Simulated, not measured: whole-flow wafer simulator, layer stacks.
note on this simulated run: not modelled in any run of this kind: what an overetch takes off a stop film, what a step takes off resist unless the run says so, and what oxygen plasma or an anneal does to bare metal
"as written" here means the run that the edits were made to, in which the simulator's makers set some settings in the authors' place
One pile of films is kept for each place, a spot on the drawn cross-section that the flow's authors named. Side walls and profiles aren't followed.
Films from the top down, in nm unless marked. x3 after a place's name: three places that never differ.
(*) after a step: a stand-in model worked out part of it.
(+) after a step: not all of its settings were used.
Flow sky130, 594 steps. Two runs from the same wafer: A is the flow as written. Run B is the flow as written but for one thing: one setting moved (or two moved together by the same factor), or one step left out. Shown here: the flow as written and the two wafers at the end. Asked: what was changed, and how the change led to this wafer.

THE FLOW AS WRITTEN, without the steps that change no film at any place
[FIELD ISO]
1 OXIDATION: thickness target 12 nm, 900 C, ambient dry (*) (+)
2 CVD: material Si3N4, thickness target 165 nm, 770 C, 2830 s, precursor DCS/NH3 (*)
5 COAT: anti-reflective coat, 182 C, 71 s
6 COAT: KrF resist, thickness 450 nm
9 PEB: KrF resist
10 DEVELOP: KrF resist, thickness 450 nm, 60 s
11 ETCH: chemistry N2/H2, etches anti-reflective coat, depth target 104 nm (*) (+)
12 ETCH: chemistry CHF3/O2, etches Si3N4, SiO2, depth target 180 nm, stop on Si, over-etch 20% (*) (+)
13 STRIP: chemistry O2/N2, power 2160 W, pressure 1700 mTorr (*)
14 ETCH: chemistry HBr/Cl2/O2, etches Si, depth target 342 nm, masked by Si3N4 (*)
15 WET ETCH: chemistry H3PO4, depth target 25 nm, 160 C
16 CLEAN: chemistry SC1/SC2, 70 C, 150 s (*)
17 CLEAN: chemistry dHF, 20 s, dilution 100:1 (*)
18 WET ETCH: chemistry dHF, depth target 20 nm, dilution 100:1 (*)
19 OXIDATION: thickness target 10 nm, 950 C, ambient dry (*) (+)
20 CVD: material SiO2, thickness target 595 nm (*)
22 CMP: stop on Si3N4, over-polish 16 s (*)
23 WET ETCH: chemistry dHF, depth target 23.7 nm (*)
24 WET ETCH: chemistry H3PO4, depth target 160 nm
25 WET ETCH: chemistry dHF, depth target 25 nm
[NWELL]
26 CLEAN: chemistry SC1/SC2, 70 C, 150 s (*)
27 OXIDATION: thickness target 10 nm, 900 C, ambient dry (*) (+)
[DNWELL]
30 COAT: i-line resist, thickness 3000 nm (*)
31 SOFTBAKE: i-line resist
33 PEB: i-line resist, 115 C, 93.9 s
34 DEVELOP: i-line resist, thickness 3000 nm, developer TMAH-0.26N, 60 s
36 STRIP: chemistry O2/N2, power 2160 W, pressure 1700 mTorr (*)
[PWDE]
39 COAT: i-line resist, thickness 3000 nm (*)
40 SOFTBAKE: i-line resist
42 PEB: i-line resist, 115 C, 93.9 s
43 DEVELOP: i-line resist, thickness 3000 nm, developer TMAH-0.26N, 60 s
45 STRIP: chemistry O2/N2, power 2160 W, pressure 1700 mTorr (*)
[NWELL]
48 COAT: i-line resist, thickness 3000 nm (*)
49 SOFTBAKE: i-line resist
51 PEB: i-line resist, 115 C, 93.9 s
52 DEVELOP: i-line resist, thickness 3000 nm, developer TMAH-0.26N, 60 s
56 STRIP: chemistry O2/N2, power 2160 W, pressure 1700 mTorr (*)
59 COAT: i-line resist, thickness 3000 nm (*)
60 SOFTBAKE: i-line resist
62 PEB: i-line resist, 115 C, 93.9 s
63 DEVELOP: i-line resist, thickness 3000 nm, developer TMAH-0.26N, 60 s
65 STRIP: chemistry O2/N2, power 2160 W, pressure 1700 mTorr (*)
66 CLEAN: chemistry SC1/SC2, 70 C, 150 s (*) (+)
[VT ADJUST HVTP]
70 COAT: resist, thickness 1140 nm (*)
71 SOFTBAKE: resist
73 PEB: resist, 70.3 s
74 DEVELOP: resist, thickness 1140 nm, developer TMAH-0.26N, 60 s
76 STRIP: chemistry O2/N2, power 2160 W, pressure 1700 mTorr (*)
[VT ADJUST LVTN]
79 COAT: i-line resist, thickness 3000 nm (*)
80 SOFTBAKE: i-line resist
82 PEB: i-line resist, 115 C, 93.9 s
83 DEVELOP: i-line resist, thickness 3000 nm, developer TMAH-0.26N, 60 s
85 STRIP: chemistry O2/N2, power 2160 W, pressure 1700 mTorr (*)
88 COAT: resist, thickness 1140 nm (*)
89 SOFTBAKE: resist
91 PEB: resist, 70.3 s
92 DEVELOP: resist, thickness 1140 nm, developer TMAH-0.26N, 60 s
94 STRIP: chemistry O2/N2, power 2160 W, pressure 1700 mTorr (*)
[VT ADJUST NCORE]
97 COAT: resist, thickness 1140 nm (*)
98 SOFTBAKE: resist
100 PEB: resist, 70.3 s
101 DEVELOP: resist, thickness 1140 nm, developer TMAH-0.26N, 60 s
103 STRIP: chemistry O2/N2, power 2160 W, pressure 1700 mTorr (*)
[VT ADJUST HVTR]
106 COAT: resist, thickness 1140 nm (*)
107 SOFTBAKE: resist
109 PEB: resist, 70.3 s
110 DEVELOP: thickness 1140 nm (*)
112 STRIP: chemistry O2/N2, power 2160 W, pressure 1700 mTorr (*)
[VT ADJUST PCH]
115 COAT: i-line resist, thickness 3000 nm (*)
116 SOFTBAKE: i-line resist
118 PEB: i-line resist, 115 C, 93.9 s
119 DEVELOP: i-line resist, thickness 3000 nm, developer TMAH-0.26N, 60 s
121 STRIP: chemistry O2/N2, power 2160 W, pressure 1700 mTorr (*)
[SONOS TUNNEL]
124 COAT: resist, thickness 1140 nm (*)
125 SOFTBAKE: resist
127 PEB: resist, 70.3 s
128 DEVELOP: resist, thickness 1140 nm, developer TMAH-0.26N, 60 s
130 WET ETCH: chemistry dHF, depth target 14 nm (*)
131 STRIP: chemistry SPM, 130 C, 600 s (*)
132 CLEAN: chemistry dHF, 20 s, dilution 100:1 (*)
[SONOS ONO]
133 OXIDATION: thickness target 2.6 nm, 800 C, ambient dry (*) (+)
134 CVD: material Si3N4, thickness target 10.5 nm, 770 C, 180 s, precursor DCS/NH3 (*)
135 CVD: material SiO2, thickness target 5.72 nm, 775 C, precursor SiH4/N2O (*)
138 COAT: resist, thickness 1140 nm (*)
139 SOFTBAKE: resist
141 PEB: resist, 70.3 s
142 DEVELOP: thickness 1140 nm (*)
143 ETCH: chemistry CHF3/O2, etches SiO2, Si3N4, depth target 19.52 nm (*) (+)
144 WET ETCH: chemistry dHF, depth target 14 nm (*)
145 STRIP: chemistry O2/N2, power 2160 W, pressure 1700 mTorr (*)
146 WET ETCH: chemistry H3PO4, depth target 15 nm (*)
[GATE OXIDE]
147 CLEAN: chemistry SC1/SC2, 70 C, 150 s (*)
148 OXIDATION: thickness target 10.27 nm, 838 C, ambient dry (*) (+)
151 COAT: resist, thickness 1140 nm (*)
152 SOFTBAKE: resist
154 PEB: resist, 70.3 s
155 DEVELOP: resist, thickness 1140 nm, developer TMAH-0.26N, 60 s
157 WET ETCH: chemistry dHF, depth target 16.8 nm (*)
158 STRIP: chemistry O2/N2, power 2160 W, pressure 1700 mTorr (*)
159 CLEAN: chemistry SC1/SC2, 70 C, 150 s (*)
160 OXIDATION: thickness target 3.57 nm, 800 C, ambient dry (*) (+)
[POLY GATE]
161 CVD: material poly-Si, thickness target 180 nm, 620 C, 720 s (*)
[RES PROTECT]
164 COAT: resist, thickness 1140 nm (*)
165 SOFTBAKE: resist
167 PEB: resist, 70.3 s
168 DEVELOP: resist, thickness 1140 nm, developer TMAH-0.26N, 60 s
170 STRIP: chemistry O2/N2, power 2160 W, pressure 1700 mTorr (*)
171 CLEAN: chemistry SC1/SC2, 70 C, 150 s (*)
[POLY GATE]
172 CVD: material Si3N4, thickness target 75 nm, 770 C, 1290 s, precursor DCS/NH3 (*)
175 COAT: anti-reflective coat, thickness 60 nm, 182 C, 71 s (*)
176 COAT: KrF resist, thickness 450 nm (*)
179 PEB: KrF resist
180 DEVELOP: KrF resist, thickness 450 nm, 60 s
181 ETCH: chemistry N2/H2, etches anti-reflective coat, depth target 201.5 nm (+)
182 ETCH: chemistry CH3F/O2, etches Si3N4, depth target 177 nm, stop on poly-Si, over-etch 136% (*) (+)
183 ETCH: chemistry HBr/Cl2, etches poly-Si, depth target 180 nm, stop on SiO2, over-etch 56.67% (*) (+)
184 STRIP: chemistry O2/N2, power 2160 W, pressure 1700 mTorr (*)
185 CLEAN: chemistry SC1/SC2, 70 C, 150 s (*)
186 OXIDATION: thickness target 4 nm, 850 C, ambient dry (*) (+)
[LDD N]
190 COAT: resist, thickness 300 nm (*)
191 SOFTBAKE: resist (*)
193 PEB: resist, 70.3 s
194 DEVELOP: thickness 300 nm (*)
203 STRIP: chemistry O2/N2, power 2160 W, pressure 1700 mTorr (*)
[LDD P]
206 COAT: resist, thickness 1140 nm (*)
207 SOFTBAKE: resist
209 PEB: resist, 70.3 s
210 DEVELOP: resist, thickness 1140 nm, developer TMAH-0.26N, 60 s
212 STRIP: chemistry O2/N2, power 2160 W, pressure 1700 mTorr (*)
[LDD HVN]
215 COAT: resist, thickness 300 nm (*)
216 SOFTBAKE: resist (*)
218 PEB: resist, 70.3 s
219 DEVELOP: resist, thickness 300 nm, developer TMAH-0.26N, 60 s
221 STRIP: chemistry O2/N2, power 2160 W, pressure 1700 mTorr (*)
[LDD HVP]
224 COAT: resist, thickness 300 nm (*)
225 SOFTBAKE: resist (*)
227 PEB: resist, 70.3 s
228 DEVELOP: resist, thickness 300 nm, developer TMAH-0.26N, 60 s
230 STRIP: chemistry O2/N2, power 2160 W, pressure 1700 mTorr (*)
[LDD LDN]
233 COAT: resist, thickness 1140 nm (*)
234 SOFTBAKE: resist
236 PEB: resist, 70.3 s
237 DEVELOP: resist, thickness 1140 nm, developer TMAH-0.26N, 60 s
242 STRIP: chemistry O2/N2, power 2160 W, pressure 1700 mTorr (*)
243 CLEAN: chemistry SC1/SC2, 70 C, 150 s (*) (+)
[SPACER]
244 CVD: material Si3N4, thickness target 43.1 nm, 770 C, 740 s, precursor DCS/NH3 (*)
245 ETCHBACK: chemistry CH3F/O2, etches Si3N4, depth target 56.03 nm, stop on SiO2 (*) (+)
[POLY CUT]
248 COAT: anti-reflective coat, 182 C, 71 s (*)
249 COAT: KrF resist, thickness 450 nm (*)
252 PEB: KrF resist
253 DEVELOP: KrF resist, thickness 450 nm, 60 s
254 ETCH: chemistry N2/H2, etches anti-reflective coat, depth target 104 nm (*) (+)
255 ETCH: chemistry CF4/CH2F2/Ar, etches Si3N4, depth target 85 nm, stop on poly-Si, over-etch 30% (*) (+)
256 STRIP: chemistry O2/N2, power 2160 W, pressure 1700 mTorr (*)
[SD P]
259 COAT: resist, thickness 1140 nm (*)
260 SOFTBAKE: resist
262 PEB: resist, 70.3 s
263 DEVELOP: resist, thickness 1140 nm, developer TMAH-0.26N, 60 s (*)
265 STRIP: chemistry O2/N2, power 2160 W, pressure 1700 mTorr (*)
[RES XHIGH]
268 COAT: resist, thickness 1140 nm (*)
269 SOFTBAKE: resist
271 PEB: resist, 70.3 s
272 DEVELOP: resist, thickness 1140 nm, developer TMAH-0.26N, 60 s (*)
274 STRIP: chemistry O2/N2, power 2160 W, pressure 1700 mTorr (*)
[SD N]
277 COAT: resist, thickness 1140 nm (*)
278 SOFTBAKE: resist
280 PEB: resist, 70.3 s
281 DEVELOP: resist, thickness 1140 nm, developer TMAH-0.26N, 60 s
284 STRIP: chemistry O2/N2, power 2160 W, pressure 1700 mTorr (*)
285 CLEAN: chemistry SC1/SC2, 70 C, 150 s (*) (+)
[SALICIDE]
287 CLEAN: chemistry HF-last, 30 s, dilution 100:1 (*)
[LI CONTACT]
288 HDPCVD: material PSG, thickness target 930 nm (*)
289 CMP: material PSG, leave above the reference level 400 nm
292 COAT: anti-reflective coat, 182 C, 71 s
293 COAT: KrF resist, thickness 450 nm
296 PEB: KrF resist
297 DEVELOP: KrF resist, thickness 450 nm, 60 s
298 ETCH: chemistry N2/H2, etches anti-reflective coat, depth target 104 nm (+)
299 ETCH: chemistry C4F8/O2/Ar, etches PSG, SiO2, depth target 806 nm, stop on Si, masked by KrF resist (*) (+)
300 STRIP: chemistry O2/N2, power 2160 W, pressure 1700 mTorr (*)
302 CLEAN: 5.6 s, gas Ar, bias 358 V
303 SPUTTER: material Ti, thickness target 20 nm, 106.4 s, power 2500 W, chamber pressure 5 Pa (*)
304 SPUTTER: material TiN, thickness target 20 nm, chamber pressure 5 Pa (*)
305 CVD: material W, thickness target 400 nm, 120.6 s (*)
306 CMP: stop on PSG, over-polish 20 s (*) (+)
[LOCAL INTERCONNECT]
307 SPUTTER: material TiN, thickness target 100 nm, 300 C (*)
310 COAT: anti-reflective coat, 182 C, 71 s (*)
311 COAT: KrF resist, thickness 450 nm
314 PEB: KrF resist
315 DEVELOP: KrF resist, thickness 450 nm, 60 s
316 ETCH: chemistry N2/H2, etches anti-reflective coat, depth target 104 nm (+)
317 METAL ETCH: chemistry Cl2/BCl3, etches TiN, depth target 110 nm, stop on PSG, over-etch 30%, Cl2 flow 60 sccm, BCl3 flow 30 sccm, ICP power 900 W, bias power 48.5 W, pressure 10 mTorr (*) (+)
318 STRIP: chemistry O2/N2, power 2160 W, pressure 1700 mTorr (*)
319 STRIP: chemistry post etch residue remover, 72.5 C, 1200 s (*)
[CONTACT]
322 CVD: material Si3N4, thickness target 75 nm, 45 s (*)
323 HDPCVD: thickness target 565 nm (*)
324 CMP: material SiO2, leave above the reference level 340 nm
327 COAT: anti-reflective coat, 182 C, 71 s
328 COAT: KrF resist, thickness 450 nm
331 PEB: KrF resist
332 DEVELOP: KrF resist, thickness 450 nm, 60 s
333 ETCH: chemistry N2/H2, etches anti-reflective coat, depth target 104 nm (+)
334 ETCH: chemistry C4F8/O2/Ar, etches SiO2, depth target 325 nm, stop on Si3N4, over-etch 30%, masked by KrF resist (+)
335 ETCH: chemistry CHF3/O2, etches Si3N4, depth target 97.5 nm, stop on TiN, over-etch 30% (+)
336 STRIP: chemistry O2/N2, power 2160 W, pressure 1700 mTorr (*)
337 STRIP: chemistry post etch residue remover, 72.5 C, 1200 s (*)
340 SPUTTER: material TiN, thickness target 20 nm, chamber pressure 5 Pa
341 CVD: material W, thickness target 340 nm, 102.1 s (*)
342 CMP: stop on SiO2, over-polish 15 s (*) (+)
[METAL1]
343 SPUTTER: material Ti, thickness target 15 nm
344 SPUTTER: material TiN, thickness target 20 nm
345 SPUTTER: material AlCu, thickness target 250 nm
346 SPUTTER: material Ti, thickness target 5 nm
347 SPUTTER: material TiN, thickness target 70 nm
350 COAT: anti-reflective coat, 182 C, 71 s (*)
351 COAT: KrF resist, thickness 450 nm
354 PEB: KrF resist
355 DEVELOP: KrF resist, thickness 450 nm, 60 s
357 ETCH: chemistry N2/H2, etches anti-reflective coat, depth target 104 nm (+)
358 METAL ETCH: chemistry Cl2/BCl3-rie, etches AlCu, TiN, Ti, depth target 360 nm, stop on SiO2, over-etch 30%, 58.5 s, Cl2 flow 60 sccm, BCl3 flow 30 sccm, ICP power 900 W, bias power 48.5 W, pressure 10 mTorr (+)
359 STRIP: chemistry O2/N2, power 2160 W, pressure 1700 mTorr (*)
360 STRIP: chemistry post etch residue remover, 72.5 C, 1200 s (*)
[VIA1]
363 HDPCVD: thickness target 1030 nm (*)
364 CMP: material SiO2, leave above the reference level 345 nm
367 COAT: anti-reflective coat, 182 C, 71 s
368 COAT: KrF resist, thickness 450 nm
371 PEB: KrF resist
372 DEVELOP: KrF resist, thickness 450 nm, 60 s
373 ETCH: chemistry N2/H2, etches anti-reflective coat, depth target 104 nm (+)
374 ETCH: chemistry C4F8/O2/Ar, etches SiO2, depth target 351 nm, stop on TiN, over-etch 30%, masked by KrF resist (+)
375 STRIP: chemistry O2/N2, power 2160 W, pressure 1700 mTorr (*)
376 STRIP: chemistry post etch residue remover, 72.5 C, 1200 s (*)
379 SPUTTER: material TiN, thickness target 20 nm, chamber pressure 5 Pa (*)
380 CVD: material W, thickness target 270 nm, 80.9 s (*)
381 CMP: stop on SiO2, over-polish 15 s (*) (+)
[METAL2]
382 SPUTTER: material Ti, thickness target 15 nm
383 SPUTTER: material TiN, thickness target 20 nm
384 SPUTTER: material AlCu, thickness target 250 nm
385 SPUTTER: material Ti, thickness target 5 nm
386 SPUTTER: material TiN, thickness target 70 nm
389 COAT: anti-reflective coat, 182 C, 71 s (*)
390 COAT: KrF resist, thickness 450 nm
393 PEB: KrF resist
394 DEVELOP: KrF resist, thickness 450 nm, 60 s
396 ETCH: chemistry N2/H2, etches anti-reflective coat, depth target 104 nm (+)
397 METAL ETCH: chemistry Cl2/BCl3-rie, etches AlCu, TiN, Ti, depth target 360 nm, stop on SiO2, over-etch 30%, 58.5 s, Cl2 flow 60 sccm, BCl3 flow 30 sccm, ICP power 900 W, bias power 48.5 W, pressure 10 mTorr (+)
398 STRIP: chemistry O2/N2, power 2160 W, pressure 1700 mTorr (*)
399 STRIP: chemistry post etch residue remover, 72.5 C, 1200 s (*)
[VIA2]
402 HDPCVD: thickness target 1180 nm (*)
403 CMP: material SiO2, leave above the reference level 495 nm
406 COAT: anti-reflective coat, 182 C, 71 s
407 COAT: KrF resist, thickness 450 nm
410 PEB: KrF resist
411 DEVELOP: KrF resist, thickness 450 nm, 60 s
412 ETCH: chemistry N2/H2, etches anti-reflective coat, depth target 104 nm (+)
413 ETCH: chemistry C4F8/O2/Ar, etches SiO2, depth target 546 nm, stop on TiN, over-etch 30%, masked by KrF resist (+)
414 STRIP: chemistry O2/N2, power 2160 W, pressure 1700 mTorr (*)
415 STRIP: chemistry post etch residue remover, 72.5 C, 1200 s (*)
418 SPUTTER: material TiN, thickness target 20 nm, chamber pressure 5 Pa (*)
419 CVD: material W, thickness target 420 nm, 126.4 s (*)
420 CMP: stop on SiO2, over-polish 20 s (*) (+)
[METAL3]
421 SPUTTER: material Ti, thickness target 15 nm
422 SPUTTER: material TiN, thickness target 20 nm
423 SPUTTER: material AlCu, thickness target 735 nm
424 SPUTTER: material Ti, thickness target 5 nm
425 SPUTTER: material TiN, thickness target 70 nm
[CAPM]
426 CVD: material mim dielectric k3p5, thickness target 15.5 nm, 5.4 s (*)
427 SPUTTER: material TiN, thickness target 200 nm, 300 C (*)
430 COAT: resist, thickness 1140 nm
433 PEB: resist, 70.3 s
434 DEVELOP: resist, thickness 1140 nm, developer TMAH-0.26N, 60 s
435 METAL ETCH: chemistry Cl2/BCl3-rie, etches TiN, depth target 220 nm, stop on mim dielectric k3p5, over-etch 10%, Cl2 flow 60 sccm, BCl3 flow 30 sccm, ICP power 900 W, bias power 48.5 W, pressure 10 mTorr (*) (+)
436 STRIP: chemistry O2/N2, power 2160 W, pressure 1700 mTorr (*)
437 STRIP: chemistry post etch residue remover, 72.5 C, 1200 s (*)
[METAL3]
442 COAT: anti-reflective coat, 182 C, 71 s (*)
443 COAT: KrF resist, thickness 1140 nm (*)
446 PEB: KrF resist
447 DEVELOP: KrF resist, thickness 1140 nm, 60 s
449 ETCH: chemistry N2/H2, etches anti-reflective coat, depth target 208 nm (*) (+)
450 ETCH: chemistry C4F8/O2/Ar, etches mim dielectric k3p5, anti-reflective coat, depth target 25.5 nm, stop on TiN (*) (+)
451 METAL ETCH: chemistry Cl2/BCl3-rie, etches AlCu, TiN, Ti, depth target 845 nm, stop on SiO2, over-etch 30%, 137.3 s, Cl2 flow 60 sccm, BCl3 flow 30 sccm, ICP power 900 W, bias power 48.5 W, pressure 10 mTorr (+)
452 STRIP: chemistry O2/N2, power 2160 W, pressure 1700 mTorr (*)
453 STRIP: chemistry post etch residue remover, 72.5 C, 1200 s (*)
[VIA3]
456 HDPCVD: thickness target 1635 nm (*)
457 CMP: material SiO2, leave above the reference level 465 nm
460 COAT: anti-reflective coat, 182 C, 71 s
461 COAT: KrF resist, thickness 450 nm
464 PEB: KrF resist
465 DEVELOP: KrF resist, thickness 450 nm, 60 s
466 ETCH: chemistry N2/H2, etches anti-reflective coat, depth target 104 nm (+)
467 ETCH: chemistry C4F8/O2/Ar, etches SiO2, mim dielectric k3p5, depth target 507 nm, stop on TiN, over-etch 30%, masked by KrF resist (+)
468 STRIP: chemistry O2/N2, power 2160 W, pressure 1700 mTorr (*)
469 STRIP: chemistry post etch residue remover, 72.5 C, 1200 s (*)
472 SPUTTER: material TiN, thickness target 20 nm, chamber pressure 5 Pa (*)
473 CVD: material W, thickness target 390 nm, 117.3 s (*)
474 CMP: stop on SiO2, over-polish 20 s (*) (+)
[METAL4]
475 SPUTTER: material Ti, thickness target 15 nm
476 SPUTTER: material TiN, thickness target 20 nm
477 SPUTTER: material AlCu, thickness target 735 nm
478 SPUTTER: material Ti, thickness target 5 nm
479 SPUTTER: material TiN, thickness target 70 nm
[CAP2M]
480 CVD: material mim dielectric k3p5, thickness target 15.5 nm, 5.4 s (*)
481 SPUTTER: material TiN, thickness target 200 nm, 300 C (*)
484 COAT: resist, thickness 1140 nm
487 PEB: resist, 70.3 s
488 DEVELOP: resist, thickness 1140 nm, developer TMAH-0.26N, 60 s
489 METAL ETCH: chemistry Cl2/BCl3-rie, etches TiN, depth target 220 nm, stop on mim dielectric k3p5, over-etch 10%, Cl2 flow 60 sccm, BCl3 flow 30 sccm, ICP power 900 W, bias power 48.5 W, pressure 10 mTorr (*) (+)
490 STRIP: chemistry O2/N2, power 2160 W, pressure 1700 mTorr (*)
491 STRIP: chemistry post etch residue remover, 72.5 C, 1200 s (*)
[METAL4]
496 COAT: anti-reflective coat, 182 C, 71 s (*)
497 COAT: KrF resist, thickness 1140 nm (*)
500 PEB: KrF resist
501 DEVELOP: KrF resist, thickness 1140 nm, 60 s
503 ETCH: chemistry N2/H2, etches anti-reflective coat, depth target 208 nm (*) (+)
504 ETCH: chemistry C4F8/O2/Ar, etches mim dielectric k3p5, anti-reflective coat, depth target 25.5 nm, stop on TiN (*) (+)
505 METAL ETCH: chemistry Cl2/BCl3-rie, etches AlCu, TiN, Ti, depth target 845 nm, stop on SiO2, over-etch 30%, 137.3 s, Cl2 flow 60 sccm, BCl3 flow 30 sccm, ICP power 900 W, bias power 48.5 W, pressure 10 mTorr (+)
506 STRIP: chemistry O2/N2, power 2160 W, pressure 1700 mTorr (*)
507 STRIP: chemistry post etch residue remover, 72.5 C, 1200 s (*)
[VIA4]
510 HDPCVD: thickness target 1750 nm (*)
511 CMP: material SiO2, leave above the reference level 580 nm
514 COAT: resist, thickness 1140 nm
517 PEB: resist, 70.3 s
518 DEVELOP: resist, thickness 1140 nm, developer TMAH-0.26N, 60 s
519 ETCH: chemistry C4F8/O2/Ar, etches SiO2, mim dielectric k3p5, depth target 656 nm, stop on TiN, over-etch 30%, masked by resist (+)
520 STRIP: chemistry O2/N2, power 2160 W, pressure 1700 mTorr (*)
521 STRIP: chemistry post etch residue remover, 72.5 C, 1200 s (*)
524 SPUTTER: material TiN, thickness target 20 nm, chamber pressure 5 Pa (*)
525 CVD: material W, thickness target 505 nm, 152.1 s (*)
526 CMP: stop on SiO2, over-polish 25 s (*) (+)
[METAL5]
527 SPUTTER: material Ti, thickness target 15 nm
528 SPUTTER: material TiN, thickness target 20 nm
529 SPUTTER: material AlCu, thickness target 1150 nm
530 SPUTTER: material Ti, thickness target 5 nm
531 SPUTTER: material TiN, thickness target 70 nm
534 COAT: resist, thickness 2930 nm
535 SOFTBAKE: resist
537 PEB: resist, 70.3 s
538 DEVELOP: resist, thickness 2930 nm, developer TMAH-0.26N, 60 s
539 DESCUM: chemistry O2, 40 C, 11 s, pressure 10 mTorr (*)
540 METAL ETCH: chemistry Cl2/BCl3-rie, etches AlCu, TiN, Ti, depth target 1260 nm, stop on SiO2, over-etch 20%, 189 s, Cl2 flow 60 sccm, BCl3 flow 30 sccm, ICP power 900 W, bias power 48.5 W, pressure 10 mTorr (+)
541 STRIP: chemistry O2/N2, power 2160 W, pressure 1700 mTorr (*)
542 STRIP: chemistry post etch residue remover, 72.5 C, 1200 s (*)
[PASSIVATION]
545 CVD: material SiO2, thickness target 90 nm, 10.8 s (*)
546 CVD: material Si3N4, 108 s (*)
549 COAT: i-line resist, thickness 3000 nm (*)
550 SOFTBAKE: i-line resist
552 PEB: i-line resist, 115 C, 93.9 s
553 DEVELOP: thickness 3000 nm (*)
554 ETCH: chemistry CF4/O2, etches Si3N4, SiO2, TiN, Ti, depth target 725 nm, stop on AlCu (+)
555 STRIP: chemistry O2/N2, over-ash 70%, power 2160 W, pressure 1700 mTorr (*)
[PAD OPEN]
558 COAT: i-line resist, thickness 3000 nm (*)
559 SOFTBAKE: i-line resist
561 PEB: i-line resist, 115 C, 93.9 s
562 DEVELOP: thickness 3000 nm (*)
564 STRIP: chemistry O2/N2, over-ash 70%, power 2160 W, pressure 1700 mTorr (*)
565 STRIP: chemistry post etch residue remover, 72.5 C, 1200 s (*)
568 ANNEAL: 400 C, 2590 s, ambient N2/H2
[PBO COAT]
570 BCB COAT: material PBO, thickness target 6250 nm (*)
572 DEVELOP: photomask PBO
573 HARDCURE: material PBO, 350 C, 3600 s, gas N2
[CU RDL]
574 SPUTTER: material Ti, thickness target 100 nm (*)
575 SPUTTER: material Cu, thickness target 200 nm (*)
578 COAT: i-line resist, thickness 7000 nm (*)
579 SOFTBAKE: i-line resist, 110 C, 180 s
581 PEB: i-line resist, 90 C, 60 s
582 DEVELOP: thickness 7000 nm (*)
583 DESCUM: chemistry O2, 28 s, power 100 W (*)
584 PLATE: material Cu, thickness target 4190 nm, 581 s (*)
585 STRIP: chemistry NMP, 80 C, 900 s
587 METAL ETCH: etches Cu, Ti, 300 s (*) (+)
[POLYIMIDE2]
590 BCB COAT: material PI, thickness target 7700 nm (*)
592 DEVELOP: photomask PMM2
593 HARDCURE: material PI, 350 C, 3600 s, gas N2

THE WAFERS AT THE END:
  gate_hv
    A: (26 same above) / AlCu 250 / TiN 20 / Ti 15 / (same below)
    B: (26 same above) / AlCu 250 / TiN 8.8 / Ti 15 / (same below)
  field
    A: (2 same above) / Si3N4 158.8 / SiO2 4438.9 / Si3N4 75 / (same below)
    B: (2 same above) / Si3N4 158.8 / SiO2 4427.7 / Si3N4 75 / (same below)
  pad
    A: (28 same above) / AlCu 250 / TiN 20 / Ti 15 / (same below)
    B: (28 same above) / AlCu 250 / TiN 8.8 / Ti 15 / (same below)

The cause: step 344, SPUTTER: thickness target 8.8 nm was run, where the flow has thickness target 20 nm.
It can be read off the wafer: gate_hv has TiN 8.8, and step 344 as written asks for 20 nm.

How the change led to this, step by step:
  344 SPUTTER: material TiN, thickness target 20 nm
      field, active, n_well and 188 more: A TiN +20 (new film) | B TiN +8.8 (new film)
  358 METAL ETCH: chemistry Cl2/BCl3-rie, etches AlCu, TiN, Ti, depth target 360 nm, stop on SiO2, over-etch 30%, 58.5 s, Cl2 flow 60 sccm, BCl3 flow 30 sccm, ICP power 900 W, bias power 48.5 W, pressure 10 mTorr (+)
      field, active, gate and 81 more: A TiN -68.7 (all of it), Ti -5 (all of it), AlCu -250 (all of it), TiN -20 (all of it), Ti -15 (all of it), SiO2 -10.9 | B TiN -68.7 (all of it), Ti -5 (all of it), AlCu -250 (all of it), TiN -8.8 (all of it), Ti -15 (all of it), SiO2 -12.1
  364 CMP: material SiO2, leave above the reference level 345 nm
      field, active, gate and 81 more: A SiO2 -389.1 | B SiO2 -399.1
